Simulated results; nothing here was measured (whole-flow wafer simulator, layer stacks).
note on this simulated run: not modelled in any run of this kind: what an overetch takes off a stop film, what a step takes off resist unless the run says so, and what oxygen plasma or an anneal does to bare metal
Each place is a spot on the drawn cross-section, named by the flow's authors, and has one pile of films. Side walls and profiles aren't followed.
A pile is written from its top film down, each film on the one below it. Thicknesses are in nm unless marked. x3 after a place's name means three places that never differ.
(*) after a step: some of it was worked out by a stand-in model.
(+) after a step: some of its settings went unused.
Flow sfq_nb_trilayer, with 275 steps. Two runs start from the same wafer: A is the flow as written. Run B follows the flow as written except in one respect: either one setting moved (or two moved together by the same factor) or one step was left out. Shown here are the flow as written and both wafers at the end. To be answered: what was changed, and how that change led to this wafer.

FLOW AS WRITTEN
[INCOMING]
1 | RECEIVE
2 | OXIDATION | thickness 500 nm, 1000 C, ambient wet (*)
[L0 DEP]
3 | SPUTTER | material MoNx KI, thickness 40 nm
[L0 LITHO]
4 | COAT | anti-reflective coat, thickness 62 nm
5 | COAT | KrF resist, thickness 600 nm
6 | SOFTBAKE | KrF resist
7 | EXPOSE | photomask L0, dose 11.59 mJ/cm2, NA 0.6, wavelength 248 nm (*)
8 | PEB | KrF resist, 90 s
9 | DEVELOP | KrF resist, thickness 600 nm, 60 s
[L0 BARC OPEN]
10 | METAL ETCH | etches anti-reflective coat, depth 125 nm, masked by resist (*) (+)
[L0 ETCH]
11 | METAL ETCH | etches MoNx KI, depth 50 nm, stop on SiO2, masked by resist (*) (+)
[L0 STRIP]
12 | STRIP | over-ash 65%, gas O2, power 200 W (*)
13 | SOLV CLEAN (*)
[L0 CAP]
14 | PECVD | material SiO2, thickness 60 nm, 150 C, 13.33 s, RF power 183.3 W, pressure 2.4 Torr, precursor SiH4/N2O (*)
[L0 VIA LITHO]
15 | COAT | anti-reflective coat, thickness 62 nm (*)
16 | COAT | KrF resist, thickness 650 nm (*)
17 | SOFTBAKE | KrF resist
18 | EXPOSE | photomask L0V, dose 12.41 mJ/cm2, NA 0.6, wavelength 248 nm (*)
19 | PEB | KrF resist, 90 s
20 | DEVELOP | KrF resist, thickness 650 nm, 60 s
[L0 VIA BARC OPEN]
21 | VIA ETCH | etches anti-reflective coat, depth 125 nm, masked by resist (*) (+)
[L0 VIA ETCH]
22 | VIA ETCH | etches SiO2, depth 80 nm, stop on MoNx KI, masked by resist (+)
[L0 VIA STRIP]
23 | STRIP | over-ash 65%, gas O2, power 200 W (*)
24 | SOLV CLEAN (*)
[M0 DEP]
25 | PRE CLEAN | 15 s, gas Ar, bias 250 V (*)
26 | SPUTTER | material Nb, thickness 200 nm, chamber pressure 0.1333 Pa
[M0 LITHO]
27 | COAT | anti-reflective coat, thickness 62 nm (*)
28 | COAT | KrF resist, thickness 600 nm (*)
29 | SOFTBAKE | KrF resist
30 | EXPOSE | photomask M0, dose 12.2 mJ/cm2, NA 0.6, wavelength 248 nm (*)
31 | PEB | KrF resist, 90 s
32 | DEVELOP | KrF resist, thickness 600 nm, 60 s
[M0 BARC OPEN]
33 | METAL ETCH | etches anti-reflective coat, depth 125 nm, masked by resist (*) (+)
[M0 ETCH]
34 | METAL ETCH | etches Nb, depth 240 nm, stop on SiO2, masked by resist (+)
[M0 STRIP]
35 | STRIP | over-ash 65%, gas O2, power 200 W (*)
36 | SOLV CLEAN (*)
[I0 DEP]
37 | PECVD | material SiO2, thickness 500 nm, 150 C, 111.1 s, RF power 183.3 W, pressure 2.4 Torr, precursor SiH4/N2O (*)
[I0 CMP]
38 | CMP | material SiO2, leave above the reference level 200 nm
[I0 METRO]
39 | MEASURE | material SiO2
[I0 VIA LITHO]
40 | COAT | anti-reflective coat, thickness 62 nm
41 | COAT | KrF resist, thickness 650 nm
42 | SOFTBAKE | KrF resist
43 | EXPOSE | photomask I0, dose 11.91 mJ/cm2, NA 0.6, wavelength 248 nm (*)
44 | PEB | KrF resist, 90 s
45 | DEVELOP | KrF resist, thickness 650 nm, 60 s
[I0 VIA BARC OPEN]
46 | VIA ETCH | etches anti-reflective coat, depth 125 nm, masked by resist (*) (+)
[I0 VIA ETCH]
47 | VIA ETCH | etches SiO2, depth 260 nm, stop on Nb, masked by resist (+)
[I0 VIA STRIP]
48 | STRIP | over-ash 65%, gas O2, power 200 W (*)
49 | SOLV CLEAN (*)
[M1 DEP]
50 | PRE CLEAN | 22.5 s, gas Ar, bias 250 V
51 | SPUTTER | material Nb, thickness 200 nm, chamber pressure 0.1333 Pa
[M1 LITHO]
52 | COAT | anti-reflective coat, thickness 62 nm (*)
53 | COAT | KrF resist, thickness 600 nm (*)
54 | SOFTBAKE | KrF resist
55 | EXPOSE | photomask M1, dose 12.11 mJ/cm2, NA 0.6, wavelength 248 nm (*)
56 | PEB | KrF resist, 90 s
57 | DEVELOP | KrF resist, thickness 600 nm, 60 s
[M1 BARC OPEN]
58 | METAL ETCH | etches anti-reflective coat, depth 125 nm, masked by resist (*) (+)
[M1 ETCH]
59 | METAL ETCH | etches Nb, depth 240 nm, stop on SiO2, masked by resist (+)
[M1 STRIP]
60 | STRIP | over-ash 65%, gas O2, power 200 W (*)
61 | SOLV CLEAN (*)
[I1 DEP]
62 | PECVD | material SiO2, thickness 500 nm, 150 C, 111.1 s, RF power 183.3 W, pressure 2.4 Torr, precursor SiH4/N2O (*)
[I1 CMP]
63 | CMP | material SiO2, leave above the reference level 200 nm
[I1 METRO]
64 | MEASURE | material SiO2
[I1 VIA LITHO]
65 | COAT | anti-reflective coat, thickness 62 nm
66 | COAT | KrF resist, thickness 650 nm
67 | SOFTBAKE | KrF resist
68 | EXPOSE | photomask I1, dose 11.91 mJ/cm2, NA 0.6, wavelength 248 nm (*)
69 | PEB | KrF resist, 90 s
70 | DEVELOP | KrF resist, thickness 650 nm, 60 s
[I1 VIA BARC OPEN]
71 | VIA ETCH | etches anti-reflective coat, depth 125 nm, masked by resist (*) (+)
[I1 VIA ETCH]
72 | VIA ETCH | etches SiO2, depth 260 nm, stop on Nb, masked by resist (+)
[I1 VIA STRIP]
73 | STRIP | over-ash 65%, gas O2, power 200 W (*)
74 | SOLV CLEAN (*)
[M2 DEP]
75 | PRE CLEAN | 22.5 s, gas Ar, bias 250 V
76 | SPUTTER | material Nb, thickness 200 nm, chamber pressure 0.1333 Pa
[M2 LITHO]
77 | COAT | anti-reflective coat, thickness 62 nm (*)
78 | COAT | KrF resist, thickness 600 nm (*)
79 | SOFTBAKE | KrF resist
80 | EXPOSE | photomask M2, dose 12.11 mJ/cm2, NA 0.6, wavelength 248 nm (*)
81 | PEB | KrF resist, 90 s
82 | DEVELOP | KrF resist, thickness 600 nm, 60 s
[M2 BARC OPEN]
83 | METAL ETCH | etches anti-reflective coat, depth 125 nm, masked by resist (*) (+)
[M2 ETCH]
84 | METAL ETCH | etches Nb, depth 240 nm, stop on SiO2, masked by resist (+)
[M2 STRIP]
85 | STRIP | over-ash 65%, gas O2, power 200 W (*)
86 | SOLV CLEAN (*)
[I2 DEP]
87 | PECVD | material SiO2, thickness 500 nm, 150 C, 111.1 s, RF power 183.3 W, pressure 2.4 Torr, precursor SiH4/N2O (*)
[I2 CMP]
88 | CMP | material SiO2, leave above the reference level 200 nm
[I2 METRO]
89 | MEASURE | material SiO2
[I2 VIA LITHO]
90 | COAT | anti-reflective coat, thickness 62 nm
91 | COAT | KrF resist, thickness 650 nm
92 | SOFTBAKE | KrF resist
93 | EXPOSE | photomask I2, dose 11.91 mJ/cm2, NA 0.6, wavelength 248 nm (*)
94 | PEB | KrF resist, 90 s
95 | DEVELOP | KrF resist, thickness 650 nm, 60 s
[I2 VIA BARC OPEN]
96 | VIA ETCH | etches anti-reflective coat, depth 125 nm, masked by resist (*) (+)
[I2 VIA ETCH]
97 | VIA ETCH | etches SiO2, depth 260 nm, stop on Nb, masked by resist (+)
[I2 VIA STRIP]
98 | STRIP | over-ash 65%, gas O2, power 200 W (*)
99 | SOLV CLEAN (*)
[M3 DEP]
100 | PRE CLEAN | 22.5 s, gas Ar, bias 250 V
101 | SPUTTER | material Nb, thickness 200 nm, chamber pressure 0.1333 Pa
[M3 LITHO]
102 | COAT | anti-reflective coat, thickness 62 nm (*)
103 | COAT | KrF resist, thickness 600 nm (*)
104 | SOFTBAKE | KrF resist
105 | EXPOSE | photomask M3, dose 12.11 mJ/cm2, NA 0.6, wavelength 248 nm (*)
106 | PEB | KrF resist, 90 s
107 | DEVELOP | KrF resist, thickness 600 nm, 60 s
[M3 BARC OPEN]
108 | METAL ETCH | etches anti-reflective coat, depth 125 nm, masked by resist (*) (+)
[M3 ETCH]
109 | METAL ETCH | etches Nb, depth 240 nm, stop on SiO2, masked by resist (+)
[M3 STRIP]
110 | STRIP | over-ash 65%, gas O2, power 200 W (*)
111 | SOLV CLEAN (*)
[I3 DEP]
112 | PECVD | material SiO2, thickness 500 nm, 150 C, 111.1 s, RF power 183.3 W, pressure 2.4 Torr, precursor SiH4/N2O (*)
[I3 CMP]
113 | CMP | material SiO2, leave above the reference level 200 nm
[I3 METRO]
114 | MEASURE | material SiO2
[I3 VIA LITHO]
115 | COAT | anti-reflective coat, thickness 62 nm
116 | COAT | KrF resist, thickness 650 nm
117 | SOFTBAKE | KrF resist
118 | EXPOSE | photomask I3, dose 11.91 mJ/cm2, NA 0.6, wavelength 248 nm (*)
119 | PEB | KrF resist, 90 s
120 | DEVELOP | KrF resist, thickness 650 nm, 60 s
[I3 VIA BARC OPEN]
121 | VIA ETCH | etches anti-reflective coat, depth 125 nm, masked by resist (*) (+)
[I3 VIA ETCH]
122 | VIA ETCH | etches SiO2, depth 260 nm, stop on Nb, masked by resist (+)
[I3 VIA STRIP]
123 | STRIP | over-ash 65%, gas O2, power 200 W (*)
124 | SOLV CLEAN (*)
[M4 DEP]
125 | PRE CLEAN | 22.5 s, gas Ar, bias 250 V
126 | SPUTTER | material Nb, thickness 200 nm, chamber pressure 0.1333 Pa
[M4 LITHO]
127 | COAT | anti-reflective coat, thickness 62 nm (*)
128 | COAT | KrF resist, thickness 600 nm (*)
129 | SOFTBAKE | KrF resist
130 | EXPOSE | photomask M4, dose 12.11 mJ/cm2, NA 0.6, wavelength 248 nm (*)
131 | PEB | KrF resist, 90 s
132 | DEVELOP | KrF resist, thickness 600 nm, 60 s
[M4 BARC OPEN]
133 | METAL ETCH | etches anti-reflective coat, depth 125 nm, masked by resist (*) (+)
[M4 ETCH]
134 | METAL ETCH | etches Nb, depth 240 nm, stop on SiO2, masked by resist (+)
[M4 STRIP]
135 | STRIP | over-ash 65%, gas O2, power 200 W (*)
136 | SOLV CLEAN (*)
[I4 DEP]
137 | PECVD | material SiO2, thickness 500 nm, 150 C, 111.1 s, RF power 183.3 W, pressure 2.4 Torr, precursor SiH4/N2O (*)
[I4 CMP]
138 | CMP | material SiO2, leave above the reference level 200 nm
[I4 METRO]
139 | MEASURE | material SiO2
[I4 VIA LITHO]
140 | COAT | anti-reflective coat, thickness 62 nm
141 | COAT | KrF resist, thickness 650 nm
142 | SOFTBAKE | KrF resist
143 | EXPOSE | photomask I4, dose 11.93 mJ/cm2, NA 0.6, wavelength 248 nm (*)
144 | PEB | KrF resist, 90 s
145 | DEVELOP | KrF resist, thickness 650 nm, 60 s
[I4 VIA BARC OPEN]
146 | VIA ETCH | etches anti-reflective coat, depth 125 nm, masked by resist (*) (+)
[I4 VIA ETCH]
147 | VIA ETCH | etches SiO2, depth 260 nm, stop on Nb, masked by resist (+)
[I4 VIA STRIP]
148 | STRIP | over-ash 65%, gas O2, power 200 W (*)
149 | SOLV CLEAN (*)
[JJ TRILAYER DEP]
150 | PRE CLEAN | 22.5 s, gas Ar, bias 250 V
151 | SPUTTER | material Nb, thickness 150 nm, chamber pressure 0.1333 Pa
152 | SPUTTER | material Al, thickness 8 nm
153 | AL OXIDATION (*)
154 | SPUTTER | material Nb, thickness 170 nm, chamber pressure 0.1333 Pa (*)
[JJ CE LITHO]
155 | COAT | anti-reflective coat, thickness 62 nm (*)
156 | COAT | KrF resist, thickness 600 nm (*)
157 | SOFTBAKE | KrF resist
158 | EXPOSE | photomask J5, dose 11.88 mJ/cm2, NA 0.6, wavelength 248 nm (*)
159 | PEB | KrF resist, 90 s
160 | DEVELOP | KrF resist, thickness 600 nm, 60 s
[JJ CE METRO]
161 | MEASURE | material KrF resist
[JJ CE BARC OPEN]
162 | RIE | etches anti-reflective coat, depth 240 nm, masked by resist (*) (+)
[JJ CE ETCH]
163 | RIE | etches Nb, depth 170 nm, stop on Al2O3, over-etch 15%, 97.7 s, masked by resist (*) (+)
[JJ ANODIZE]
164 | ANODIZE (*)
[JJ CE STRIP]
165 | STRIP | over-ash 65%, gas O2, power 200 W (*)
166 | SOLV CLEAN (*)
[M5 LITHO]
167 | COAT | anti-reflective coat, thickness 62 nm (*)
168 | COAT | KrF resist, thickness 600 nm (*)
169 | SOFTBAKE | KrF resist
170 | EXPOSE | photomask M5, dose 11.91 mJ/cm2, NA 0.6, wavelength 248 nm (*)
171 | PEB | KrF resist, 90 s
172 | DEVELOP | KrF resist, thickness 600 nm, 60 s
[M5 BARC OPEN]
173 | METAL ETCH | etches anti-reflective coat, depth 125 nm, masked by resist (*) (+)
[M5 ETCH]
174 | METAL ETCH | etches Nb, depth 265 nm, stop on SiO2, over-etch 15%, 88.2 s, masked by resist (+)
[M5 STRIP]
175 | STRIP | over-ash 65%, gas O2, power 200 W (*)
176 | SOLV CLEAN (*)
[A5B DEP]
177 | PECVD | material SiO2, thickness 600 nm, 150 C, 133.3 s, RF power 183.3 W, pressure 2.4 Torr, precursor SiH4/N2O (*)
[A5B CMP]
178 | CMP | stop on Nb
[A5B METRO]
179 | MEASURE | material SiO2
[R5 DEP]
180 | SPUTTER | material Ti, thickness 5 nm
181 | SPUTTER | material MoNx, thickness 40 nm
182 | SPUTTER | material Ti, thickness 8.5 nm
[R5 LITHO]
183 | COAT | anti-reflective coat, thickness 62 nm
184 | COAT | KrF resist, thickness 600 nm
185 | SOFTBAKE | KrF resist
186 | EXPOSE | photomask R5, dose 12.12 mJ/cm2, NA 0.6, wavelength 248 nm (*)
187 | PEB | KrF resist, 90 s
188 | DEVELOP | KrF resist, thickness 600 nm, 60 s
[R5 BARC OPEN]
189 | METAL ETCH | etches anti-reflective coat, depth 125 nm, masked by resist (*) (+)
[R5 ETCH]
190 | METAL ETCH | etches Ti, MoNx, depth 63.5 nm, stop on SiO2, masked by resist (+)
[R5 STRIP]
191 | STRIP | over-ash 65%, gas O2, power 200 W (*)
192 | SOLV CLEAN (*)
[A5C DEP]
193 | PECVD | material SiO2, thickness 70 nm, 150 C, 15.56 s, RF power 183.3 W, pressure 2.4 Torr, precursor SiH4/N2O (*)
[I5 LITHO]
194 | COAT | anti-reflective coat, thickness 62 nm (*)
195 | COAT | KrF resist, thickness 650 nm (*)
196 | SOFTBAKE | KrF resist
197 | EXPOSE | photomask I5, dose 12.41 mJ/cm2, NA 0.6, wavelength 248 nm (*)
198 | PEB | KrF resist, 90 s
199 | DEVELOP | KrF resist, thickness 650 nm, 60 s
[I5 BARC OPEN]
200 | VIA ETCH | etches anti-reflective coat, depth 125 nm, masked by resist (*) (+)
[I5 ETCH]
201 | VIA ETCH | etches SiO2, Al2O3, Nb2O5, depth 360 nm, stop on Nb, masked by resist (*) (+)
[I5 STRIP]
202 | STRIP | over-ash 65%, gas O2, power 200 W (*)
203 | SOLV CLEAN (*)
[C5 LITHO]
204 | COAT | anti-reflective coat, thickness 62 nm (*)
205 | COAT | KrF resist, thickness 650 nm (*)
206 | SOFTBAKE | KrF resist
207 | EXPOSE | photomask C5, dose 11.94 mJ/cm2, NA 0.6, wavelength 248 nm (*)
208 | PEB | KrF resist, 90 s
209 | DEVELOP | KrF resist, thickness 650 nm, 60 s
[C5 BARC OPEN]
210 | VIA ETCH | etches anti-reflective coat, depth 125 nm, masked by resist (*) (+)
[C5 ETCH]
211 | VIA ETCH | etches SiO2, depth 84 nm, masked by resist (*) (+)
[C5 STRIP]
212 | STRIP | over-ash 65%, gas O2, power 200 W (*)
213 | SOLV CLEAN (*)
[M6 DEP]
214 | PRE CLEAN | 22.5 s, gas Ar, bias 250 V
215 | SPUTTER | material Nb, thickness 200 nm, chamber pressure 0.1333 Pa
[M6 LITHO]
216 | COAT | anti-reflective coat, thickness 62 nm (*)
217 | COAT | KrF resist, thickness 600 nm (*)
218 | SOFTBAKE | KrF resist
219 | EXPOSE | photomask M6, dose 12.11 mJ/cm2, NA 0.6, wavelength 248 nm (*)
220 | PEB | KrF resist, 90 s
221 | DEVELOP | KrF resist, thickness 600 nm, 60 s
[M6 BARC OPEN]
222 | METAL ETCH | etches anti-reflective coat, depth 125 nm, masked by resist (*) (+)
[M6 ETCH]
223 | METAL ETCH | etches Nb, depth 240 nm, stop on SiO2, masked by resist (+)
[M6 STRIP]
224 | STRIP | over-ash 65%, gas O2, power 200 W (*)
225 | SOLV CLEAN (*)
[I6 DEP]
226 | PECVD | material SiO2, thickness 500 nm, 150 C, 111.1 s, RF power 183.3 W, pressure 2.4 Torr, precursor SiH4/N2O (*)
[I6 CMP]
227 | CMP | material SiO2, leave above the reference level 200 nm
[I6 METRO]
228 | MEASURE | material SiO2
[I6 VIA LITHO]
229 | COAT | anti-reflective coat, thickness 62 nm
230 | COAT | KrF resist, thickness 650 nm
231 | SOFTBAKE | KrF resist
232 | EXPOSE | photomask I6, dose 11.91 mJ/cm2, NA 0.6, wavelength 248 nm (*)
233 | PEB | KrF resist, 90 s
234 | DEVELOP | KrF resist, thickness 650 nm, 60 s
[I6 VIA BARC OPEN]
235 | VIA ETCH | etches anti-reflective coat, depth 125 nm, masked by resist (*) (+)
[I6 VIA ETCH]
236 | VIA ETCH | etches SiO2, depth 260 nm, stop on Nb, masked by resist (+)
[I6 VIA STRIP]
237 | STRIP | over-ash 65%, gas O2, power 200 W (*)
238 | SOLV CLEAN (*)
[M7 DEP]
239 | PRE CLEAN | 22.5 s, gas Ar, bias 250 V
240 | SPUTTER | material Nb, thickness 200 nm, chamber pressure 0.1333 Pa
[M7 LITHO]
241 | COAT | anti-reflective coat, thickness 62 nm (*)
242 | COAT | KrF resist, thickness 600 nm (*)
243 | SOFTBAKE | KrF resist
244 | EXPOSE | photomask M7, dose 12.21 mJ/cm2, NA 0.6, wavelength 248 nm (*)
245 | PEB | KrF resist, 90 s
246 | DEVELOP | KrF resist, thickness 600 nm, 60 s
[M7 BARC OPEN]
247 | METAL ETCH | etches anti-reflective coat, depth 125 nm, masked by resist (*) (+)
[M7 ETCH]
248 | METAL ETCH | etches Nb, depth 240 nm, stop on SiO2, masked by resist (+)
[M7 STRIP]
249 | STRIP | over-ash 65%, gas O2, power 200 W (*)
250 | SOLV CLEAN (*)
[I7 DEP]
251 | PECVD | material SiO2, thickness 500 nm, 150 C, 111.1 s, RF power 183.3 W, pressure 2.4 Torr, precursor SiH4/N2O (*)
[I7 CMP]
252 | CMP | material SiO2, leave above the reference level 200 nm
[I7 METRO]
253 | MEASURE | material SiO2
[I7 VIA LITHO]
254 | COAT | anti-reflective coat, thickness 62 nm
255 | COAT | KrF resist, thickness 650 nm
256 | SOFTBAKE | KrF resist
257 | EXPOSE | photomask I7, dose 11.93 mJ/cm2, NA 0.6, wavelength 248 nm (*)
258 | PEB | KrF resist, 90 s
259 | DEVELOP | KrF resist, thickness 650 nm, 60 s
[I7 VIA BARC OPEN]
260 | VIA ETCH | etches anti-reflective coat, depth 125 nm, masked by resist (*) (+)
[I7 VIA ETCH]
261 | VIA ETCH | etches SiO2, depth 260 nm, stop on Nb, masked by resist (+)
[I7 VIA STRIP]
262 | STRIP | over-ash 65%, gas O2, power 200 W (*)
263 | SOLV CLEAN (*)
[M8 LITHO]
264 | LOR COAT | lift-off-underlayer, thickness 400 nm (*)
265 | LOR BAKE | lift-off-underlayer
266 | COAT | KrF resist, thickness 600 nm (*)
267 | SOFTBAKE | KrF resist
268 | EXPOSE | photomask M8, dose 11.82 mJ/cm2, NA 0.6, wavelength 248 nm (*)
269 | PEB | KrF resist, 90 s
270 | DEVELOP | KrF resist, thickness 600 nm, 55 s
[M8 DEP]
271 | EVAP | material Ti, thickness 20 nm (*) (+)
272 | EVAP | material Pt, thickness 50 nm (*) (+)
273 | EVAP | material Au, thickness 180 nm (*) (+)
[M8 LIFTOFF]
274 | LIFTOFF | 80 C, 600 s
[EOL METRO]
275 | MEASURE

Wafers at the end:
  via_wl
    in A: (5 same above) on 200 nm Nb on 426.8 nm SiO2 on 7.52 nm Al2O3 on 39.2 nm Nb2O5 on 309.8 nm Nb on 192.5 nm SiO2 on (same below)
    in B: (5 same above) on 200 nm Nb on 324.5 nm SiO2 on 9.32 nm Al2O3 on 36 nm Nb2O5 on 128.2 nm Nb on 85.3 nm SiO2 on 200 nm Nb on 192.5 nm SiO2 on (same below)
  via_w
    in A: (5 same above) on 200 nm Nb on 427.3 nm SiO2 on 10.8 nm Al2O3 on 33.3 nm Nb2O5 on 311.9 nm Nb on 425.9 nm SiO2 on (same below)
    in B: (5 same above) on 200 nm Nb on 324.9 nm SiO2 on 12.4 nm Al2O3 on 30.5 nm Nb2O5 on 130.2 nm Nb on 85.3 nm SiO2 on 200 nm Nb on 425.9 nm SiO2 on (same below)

Cause: step 147, VIA ETCH: depth 107 nm was run, while the flow as written has depth 260 nm.

How this came from the change, step by step:
  147 | VIA ETCH | etches SiO2, depth 260 nm, stop on Nb, masked by resist (+)
      via_wl, via_w, via_wr: A -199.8 SiO2 (all of it) | B -107 SiO2
      field_l, v_sur, via_sp and 100 more: A -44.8 KrF resist | B -18.4 KrF resist
  148 | STRIP | over-ash 65%, gas O2, power 200 W (*)
      field_l, v_sur, via_sp and 100 more: A -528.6 KrF resist (all of it), -62 anti-reflective coat (all of it) | B -555 KrF resist (all of it), -62 anti-reflective coat (all of it)
  150 | PRE CLEAN | 22.5 s, gas Ar, bias 250 V
      via_wl, via_w, via_wr: A -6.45 Nb | B -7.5 SiO2
  151 | SPUTTER | material Nb, thickness 150 nm, chamber pressure 0.1333 Pa
      via_wl, via_w, via_wr: A +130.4 Nb | B +141.2 Nb (new film)
  152 | SPUTTER | material Al, thickness 8 nm
      via_wl, via_wr: A +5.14 Al (new film) | B +6.23 Al (new film)
      via_w: A +7.12 Al (new film) | B +7.85 Al (new film)
  154 | SPUTTER | material Nb, thickness 170 nm, chamber pressure 0.1333 Pa (*)
      via_wl, via_wr: A +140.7 Nb (new film) | B +128 Nb (new film)
      via_w: A +141 Nb (new film) | B +167.4 Nb (new film)
  155 | COAT | anti-reflective coat, thickness 62 nm (*)
      via_wl, via_wr: A +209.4 anti-reflective coat (new film) | B +169.1 anti-reflective coat (new film)
      v_sur: A +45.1 anti-reflective coat (new film) | B +49.7 anti-reflective coat (new film)
      (also at 2 further places)
  156 | COAT | KrF resist, thickness 600 nm (*)
      via_wl: A +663 KrF resist (new film) | B +633.3 KrF resist (new film)
      via_w: A +763.8 KrF resist (new film) | B +669.4 KrF resist (new film)
      (also at 1 further place)
  160 | DEVELOP | KrF resist, thickness 600 nm, 60 s
      via_wl: A -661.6 KrF resist (all of it) | B -632 KrF resist (all of it)
      via_w: A -762.1 KrF resist (all of it) | B -668 KrF resist (all of it)
      (also at 1 further place)
  162 | RIE | etches anti-reflective coat, depth 240 nm, masked by resist (*) (+)
      ce_l, c5j, ce_r, wl_jj: A -209.4 KrF resist | B -169.1 KrF resist
      via_wl, via_wr: A -209.4 anti-reflective coat (all of it) | B -169.1 anti-reflective coat (all of it)
      (also at 3 further places)
  163 | RIE | etches Nb, depth 170 nm, stop on Al2O3, over-etch 15%, 97.7 s, masked by resist (*) (+)
      via_w: A -141 Nb (all of it), -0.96 Al2O3 (all of it) | B -167.4 Nb (all of it), -0.56 Al2O3
      via_wl, via_wr: A -140.7 Nb (all of it), -0.96 Al2O3 (all of it) | B -128 Nb (all of it), -0.96 Al2O3 (all of it)
  164 | ANODIZE (*)
      via_w: A +10.8 Al2O3 (new film), +33.3 Nb2O5 (new film), -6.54 Al (all of it), -12 Nb | B +12 Al2O3, +30.5 Nb2O5 (new film), -7.27 Al (all of it), -11 Nb
      via_wl, via_wr: A +7.52 Al2O3 (new film), +39.2 Nb2O5 (new film), -4.56 Al (all of it), -14.1 Nb | B +9.32 Al2O3 (new film), +36 Nb2O5 (new film), -5.65 Al (all of it), -12.9 Nb
  165 | STRIP | over-ash 65%, gas O2, power 200 W (*)
      ce_l: A -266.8 KrF resist (all of it), -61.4 anti-reflective coat (all of it) | B -307.7 KrF resist (all of it), -61.7 anti-reflective coat (all of it)
      c5j: A -266.9 KrF resist (all of it), -61.5 anti-reflective coat (all of it) | B -307.8 KrF resist (all of it), -61.7 anti-reflective coat (all of it)
      (also at 2 further places)
  167 | COAT | anti-reflective coat, thickness 62 nm (*)
      v_sur: A +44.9 anti-reflective coat (new film) | B +46.7 anti-reflective coat (new film)
      via_wl: A +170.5 anti-reflective coat (new film) | B +107.1 anti-reflective coat (new film)
      (also at 3 further places)
  168 | COAT | KrF resist, thickness 600 nm (*)
      v_sur: A +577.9 KrF resist (new film) | B +593 KrF resist (new film)
      via_wl: A +656 KrF resist (new film) | B +640.5 KrF resist (new film)
      (also at 2 further places)
  175 | STRIP | over-ash 65%, gas O2, power 200 W (*)
      v_sur: A -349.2 KrF resist (all of it), -44.9 anti-reflective coat (all of it) | B -364.2 KrF resist (all of it), -46.7 anti-reflective coat (all of it)
      via_wl: A -427 KrF resist (all of it), -170.5 anti-reflective coat (all of it) | B -411.6 KrF resist (all of it), -107.1 anti-reflective coat (all of it)
      (also at 3 further places)
  178 | CMP | stop on Nb
      via_wl, via_wr: A -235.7 SiO2 | B -338 SiO2
      via_w: A -235.2 SiO2 | B -337.6 SiO2
Taking metal films that touch as one body, via_wl has 8 bodies (between them, from the top down: SiO2 192.5; SiO2 324.5 / Al2O3 9.32 / Nb2O5 36; SiO2 85.3; SiO2 192.5; SiO2 192.5; SiO2 192.5; SiO2 192.5); the flow as written gives 7 bodies (between them, from the top down: SiO2 192.5; SiO2 426.8 / Al2O3 7.52 / Nb2O5 39.2; SiO2 192.5; SiO2 192.5; SiO2 192.5; SiO2 192.5).
Taking metal films that touch as one body, via_w has 6 bodies (between them, from the top down: SiO2 192.5; SiO2 324.9 / Al2O3 12.4 / Nb2O5 30.5; SiO2 85.3; SiO2 425.9; SiO2 416.9); the flow as written gives 5 bodies (between them, from the top down: SiO2 192.5; SiO2 427.3 / Al2O3 10.8 / Nb2O5 33.3; SiO2 425.9; SiO2 416.9).
